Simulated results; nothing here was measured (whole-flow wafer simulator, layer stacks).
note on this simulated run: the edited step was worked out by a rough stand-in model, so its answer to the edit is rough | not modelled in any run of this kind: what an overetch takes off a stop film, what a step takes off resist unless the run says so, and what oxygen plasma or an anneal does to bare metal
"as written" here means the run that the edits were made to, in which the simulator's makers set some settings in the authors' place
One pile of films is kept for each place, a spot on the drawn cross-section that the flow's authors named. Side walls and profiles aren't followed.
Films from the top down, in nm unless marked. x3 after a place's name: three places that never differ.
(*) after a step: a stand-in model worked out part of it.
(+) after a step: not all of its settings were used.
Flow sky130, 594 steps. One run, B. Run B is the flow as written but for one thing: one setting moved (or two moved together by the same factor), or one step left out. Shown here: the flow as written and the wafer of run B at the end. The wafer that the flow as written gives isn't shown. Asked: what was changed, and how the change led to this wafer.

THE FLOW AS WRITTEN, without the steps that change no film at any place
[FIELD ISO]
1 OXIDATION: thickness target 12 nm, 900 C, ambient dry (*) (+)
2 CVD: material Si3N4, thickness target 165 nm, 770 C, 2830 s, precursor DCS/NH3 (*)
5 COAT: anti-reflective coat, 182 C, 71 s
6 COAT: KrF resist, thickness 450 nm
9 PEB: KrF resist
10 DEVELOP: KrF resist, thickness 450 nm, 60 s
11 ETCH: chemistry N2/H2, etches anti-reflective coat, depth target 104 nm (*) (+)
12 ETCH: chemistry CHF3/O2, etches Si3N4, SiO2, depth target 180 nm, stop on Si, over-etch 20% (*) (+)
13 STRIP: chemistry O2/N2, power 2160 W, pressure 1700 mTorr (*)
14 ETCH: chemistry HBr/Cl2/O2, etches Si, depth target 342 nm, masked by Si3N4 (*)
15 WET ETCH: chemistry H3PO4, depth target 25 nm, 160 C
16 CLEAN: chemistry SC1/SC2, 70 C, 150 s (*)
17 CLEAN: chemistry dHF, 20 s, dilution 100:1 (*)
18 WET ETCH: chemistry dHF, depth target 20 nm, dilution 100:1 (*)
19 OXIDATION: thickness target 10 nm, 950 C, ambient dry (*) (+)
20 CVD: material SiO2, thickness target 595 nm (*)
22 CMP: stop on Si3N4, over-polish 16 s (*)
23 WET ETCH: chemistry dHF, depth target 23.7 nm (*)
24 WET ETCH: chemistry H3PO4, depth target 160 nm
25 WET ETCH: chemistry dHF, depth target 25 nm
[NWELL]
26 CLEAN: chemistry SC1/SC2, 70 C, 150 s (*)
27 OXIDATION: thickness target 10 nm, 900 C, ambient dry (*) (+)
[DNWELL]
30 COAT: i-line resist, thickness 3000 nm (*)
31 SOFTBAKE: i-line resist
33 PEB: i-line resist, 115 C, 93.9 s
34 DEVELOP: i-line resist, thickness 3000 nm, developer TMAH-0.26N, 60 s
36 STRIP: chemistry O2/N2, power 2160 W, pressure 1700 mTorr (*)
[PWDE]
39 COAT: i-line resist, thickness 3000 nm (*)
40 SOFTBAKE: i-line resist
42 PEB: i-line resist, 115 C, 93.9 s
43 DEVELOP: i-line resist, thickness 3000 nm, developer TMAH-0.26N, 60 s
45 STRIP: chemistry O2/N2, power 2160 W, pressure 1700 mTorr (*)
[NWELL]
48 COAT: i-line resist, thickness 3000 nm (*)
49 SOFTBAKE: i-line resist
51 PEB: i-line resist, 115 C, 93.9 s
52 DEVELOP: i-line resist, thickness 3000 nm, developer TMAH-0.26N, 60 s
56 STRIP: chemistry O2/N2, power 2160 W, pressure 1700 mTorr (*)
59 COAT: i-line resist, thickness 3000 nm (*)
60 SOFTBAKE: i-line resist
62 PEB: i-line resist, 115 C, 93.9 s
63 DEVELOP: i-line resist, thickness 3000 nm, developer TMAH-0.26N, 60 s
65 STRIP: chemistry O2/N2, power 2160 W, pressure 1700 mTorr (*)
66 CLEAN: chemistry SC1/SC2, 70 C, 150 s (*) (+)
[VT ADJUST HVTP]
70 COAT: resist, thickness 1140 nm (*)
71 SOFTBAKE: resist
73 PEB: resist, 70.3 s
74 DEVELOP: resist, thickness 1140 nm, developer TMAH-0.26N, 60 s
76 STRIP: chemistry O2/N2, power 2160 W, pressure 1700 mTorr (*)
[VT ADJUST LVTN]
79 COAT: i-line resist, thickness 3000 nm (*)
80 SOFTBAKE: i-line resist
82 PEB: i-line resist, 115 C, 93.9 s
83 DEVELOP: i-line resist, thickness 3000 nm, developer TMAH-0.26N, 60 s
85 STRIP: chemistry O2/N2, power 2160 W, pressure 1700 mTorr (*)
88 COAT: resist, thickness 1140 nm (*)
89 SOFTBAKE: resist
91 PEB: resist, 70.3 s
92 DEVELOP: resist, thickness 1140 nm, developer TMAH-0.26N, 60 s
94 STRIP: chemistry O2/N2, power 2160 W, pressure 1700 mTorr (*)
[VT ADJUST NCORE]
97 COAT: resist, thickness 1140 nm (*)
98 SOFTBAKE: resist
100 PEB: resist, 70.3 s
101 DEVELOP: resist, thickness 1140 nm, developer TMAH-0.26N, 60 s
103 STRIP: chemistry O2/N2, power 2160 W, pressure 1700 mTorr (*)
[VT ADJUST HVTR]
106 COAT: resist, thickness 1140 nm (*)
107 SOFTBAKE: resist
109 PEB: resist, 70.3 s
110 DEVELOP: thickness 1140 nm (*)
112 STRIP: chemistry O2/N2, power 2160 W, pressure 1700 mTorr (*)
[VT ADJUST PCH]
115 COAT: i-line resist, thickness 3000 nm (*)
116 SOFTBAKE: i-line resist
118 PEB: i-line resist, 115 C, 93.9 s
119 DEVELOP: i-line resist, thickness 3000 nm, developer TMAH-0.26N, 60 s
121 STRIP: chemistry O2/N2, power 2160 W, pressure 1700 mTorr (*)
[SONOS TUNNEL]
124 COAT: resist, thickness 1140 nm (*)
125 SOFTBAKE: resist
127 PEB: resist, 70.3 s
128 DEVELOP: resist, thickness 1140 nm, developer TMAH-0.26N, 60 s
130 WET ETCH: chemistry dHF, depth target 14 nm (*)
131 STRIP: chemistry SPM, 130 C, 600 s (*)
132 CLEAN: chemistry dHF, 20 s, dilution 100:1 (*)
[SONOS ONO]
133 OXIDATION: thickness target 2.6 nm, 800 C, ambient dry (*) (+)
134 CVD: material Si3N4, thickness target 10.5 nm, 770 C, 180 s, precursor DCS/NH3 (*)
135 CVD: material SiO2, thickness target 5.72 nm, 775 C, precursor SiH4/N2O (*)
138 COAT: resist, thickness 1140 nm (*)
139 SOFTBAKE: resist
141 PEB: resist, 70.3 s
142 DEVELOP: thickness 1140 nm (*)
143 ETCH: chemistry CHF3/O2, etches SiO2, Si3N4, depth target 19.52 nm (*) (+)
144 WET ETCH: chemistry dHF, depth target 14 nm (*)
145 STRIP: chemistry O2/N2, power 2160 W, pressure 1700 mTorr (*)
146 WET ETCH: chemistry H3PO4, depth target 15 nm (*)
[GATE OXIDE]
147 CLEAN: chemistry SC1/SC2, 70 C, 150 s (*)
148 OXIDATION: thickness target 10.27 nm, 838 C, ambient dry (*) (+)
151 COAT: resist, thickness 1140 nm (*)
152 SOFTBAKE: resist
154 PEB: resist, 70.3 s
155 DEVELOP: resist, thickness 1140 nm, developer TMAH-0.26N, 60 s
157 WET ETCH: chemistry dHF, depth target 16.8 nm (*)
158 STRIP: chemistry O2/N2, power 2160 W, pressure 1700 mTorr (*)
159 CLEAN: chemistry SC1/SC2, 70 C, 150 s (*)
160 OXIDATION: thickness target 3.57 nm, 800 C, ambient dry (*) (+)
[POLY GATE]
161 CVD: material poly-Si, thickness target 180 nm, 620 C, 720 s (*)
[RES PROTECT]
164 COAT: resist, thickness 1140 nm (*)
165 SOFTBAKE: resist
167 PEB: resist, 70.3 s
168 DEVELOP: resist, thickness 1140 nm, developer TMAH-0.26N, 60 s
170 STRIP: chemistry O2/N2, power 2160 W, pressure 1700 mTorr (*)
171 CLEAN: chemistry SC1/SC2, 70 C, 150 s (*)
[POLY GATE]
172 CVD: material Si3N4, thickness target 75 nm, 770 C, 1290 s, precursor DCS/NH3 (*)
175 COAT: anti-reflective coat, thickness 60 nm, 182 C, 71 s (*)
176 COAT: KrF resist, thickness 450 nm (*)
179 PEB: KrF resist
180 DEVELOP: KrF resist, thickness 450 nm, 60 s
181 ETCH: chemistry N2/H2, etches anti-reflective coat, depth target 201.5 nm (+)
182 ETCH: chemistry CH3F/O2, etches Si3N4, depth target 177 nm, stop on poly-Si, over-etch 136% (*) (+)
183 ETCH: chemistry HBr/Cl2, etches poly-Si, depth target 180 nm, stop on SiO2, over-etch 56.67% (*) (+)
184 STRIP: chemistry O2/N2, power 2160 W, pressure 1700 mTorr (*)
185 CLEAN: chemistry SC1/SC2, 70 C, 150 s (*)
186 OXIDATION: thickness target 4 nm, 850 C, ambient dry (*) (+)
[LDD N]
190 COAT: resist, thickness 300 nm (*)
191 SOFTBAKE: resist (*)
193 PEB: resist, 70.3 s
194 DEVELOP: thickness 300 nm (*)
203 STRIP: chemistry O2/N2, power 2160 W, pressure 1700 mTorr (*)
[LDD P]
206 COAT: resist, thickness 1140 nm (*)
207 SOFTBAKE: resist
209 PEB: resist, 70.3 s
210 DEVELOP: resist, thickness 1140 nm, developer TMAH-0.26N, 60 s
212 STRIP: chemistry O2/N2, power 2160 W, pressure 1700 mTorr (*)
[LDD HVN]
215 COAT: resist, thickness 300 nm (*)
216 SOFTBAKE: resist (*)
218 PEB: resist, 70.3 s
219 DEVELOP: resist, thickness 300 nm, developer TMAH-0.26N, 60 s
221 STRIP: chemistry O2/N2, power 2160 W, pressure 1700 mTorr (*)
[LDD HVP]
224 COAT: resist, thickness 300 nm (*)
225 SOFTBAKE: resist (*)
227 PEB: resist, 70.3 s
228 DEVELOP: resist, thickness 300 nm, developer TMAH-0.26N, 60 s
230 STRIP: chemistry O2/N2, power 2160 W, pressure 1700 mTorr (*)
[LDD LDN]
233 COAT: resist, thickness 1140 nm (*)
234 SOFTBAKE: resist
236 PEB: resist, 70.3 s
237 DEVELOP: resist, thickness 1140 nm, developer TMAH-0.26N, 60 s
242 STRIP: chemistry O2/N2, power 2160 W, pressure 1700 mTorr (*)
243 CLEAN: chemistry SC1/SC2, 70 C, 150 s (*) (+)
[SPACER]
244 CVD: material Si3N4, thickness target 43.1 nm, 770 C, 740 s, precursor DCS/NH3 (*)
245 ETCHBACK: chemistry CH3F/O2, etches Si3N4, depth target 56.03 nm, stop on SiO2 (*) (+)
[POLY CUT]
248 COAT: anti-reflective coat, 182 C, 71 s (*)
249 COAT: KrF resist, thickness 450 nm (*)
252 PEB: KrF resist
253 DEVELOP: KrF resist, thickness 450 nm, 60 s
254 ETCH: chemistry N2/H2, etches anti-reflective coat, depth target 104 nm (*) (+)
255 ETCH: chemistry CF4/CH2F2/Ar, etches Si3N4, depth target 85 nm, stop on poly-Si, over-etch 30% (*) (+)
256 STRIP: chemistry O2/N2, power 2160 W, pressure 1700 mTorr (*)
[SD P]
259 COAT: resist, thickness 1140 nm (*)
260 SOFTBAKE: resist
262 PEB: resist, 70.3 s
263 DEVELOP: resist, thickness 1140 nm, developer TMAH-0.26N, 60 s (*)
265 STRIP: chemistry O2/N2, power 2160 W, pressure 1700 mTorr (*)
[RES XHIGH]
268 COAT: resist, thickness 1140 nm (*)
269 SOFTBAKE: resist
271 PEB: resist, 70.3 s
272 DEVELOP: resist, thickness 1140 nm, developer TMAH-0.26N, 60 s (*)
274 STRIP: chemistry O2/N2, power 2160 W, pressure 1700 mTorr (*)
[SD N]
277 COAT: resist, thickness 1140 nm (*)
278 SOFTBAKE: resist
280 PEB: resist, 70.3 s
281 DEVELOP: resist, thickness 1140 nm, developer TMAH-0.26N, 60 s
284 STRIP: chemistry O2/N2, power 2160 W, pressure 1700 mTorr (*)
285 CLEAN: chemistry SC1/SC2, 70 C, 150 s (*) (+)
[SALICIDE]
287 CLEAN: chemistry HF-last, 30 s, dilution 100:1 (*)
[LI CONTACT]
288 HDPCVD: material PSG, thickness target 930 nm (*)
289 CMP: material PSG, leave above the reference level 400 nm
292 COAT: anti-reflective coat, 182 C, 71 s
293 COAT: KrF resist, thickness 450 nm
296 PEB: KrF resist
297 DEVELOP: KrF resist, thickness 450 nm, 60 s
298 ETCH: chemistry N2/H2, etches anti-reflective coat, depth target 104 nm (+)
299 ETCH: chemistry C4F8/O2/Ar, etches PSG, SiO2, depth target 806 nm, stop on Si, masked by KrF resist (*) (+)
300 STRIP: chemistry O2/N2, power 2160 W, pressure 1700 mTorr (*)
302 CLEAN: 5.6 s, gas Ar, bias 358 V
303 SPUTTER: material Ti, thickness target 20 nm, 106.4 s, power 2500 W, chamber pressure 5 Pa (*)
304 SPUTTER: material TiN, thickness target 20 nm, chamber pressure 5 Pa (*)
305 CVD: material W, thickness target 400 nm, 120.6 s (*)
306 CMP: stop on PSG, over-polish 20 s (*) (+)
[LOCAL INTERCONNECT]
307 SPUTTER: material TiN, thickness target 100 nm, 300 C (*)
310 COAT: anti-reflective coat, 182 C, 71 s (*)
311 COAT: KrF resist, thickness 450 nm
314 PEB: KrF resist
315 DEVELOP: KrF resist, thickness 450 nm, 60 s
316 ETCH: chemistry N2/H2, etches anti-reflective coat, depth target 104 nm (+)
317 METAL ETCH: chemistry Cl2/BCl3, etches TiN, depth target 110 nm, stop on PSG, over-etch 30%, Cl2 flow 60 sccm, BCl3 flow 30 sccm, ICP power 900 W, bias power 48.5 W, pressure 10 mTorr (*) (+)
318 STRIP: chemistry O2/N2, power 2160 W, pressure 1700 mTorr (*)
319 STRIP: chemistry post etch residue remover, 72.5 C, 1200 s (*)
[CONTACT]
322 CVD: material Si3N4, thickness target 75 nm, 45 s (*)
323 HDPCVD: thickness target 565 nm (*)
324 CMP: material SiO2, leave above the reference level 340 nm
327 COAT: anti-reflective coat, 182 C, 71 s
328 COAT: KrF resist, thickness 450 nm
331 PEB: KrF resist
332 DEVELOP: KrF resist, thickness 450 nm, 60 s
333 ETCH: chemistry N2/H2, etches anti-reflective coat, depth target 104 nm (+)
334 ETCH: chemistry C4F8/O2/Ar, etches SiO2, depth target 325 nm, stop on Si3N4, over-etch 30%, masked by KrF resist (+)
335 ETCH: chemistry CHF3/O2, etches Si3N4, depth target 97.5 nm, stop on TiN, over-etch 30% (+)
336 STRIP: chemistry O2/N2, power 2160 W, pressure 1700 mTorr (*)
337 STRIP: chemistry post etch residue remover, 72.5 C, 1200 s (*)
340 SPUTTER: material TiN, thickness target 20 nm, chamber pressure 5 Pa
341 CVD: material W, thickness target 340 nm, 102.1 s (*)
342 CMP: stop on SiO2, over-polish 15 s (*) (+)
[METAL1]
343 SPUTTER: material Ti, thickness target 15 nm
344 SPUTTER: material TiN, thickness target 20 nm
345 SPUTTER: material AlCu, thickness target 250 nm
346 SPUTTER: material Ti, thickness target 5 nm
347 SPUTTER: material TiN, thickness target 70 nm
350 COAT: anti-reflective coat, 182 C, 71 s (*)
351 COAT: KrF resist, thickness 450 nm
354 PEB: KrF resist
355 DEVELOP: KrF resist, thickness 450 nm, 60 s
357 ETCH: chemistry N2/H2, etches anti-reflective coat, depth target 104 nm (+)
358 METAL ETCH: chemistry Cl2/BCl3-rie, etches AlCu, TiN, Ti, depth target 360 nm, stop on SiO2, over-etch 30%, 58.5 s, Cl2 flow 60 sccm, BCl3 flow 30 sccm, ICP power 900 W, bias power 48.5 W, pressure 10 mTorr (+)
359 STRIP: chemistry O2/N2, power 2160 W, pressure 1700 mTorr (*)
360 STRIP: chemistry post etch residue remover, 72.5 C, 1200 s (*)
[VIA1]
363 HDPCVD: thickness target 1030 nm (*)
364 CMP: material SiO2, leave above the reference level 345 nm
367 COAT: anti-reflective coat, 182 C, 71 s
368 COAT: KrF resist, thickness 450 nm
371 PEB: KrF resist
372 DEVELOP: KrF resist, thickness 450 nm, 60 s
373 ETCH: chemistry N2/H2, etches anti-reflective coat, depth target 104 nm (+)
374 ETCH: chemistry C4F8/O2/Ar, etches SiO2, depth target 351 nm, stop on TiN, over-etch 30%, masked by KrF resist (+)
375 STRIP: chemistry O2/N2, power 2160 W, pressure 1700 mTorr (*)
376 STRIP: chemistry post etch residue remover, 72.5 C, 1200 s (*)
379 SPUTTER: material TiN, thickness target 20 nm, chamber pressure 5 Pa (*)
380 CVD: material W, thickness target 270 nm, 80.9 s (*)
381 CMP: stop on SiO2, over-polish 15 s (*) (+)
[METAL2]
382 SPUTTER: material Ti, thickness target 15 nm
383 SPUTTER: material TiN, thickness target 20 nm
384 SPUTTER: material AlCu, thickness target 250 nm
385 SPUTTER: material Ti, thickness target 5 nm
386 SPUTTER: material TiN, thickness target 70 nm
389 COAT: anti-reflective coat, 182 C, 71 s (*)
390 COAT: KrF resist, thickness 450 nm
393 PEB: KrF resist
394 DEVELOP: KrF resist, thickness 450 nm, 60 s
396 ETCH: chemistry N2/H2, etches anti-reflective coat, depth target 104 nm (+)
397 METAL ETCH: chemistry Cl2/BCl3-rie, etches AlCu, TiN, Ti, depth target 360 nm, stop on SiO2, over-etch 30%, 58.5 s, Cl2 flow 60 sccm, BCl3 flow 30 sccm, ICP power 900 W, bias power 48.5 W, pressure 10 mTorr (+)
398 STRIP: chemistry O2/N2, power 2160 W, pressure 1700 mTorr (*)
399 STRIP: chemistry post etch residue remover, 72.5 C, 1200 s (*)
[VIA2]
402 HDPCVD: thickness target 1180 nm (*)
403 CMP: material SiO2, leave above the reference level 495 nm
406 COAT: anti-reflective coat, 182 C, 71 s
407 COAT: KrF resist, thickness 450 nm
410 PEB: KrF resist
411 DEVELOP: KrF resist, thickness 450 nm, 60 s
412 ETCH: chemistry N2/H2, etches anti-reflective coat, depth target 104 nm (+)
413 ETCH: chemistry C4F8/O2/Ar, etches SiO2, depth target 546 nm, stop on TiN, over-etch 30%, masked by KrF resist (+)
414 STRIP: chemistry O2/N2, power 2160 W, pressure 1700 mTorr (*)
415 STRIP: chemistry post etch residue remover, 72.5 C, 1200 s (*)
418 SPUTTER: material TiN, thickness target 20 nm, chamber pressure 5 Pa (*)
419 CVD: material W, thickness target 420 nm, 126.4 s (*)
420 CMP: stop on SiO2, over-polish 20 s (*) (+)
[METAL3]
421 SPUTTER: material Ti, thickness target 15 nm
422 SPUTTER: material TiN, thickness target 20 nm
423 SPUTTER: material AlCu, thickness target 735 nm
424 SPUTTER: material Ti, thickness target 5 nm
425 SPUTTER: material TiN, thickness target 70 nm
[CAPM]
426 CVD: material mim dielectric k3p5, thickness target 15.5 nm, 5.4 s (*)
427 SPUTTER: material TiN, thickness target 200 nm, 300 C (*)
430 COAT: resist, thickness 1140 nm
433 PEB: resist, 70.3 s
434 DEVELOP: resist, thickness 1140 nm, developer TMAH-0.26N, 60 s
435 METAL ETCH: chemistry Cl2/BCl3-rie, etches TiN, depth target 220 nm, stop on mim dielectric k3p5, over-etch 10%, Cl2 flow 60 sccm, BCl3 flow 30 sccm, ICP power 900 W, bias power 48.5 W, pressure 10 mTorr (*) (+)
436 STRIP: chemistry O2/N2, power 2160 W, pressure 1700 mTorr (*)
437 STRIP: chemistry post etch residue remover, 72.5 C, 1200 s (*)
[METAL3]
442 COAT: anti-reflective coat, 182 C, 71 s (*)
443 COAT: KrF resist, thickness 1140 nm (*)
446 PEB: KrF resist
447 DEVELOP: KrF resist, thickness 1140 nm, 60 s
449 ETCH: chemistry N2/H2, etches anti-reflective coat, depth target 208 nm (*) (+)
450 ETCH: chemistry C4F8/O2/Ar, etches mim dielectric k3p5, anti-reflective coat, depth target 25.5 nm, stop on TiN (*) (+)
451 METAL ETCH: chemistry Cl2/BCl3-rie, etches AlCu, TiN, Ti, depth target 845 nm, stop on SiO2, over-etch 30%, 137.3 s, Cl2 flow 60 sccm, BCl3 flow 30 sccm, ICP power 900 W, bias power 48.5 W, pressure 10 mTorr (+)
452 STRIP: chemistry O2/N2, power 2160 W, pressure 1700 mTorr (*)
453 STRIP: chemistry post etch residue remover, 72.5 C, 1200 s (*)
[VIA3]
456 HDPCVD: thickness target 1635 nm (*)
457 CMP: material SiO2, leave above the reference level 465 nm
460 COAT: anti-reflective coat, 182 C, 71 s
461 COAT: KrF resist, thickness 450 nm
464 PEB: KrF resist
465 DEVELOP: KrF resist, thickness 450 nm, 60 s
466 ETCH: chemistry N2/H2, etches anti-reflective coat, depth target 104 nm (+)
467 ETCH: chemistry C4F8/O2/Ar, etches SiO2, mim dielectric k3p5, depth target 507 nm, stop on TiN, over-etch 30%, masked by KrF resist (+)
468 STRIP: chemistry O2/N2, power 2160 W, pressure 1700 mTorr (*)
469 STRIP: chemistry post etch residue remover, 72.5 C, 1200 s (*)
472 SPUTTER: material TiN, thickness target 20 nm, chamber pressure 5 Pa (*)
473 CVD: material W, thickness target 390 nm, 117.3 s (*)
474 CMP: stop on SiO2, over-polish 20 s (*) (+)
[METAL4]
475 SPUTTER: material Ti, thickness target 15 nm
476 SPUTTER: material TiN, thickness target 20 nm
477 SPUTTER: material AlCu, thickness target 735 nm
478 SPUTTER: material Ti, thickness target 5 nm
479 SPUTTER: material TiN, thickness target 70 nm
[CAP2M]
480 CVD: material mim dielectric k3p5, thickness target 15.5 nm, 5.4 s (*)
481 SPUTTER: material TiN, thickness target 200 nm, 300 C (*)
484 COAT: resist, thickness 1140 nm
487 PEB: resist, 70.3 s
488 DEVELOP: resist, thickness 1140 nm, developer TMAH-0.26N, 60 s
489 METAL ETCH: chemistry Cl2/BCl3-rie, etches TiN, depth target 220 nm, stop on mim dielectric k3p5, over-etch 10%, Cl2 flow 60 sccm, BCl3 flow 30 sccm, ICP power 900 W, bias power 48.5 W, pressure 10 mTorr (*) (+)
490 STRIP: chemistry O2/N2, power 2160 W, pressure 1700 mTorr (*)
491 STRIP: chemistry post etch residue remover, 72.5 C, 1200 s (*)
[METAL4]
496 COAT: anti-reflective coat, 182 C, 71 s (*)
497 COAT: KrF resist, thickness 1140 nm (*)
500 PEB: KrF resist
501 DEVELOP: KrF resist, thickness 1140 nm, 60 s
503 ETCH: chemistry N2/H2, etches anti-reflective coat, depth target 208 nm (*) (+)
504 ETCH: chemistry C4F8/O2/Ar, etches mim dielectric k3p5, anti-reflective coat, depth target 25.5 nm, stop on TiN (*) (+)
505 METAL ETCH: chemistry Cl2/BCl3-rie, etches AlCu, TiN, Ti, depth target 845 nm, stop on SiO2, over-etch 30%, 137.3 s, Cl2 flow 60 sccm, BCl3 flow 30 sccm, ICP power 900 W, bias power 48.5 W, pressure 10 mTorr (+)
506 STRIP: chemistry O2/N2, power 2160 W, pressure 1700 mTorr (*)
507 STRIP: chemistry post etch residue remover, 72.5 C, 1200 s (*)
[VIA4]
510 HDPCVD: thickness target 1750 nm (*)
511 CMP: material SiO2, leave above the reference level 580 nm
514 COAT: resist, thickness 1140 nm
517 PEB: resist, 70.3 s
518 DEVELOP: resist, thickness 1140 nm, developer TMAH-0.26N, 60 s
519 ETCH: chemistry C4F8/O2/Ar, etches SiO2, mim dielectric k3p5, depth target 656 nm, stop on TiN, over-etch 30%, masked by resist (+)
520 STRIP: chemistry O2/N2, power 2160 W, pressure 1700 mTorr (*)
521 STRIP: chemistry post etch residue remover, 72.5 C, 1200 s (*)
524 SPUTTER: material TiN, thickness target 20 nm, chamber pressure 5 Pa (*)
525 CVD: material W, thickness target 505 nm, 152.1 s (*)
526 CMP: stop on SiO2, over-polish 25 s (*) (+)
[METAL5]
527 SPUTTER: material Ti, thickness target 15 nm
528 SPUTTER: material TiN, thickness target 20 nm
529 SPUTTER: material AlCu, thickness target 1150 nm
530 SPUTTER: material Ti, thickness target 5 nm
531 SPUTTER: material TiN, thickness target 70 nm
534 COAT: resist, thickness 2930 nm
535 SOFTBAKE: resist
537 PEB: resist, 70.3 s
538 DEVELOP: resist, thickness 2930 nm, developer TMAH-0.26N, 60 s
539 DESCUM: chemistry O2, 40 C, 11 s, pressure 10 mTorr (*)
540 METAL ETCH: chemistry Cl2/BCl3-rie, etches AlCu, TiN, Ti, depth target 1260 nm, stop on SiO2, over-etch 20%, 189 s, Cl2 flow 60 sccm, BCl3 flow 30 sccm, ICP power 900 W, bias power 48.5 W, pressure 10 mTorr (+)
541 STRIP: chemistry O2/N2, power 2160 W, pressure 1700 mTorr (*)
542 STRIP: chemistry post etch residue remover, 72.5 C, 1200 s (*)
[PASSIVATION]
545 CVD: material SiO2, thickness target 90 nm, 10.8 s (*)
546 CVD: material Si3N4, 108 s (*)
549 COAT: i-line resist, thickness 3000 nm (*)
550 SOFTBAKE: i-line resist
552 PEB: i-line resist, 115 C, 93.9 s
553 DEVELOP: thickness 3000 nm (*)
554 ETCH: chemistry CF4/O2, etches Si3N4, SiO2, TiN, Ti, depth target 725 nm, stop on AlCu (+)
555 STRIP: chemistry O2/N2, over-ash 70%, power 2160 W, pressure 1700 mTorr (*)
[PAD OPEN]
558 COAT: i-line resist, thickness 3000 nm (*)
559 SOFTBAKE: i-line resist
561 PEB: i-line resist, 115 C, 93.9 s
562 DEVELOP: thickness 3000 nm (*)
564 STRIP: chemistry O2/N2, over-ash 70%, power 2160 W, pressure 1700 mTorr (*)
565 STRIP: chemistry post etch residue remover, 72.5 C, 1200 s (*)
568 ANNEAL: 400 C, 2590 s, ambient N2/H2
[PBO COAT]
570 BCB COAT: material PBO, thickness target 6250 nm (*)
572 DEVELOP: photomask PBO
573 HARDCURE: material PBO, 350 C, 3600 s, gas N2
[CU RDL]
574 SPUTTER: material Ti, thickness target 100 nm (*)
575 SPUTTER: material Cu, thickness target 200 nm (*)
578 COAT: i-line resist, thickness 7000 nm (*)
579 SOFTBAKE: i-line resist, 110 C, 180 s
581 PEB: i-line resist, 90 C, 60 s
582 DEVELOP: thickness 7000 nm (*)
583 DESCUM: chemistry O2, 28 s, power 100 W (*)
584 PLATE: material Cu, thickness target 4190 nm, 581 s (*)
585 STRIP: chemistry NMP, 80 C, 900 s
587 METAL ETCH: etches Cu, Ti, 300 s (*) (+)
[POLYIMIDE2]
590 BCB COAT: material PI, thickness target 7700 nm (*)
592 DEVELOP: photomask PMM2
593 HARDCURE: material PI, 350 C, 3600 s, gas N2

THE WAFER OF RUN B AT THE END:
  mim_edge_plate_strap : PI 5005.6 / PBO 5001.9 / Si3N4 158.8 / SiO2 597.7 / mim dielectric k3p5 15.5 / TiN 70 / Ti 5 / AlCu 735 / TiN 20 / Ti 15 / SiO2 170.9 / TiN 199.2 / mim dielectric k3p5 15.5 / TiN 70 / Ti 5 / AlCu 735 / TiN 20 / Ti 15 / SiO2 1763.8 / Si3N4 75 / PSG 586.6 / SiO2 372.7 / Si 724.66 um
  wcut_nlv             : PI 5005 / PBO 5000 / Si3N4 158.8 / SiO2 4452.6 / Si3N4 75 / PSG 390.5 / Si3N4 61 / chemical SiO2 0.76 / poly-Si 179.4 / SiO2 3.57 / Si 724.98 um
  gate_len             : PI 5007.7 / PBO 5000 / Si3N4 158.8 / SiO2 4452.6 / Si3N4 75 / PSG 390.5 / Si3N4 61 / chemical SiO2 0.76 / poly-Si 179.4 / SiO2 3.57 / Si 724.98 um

The cause: step 545, CVD: thickness target 99.9 nm was run, where the flow has thickness target 90 nm; step 545, CVD: 12 s was run, where the flow has 10.8 s.

How the change led to this, step by step:
  545 CVD: material SiO2, thickness target 90 nm, 10.8 s (*)
      field, active, gate and 175 more: SiO2 +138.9 (as written it would be: SiO2 +125.2)
      n_well, p_well, sd_n and 12 more: SiO2 +138.9 (new film) (as written it would be: SiO2 +125.2 (new film))
  550 SOFTBAKE: i-line resist
      pwell_dnw: i-line resist -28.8 (as written it would be: i-line resist -28.2)
  554 ETCH: chemistry CF4/O2, etches Si3N4, SiO2, TiN, Ti, depth target 725 nm, stop on AlCu (+)
      field, active, n_well and 189 more: i-line resist -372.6 (as written it would be: i-line resist -358.9)
      pad: Si3N4 -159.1 (all of it), SiO2 -138.9 (all of it), TiN -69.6 (all of it), Ti -5 (all of it) (as written it would be: Si3N4 -159.1 (all of it), SiO2 -125.2 (all of it), TiN -69.6 (all of it), Ti -5 (all of it))
  559 SOFTBAKE: i-line resist
      pwell_dnw: i-line resist -28.8 (as written it would be: i-line resist -28.2)
  578 COAT: i-line resist, thickness 7000 nm (*)
      pad: i-line resist +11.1 um (new film) (as written it would be: i-line resist +11.08 um (new film))
  582 DEVELOP: thickness 7000 nm (*)
      pad: i-line resist -11.1 um (all of it) (as written it would be: i-line resist -11.08 um (all of it))
